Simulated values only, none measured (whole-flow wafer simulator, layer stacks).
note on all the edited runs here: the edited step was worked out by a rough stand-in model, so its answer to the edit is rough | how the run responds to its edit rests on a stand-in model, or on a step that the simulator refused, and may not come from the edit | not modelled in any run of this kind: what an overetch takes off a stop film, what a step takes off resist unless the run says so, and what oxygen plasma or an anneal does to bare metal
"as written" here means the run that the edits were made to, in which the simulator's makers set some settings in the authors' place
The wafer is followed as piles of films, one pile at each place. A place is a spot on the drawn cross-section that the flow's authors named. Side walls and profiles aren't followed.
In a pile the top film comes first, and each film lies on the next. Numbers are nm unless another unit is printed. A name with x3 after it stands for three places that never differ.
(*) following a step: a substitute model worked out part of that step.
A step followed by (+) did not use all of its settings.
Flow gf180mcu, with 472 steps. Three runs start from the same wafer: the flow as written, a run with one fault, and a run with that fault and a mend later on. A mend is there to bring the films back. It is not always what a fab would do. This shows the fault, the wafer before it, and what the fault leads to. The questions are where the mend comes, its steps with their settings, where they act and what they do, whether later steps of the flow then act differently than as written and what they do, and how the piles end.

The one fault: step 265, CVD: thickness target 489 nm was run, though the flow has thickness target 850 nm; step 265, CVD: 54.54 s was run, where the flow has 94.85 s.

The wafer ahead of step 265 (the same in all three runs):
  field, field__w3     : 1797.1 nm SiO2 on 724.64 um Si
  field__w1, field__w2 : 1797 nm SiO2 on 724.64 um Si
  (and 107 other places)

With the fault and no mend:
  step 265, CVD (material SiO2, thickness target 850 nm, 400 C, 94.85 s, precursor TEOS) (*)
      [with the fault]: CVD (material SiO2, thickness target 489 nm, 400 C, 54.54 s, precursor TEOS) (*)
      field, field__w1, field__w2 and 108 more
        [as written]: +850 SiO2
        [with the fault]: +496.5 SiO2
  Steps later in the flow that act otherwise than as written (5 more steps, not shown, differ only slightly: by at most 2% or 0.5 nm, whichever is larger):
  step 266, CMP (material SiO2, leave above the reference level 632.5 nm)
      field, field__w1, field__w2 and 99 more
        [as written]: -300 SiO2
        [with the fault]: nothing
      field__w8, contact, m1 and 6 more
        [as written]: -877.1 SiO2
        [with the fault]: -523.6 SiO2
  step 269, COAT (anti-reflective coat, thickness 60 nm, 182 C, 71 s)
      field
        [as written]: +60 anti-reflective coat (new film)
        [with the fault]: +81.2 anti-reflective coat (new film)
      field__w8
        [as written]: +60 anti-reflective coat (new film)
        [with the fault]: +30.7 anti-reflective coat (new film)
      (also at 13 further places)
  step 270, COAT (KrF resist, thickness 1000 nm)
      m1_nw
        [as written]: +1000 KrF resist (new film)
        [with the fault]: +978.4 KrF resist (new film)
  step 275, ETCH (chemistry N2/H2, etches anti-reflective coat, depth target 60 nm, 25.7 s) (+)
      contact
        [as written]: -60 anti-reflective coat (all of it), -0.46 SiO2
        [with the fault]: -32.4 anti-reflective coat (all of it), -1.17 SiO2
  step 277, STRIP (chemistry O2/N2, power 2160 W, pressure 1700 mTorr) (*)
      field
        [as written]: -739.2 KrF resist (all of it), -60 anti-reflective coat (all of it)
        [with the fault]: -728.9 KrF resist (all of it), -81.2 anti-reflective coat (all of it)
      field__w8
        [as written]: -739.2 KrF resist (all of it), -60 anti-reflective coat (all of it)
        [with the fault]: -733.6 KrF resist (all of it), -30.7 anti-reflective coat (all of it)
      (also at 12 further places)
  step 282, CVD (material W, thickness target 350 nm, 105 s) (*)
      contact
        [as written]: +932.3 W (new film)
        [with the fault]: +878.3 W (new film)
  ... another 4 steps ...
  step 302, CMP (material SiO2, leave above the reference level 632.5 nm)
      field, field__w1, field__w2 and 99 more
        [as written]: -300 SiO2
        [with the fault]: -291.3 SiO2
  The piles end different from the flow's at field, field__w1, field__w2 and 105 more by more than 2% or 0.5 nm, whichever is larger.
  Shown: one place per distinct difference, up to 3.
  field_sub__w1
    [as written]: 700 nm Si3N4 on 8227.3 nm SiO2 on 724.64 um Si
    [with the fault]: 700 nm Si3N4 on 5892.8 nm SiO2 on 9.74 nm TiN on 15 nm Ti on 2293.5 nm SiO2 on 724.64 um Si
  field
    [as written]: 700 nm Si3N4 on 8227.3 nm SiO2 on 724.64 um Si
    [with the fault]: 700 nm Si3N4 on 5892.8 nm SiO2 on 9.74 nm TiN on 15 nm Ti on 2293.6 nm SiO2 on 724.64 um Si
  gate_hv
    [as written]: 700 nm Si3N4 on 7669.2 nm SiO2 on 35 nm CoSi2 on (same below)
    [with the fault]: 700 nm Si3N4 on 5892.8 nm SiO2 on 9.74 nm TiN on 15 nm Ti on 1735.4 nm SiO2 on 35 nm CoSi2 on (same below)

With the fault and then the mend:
  After step 265 comes the mend.
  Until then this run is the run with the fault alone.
  step 265a, CVD (material SiO2, thickness target 361 nm, 400 C, 40.28 s, precursor TEOS) (*) (the flow's step 265 again, with other settings)
      field, field__w1, field__w2 and 108 more
        +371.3 SiO2
  Steps later in the flow that act otherwise than as written:
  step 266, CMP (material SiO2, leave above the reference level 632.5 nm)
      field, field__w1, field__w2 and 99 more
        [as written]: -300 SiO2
        [with the mend]: -317.8 SiO2
  The piles end the same as the flow's at every place that both follow.
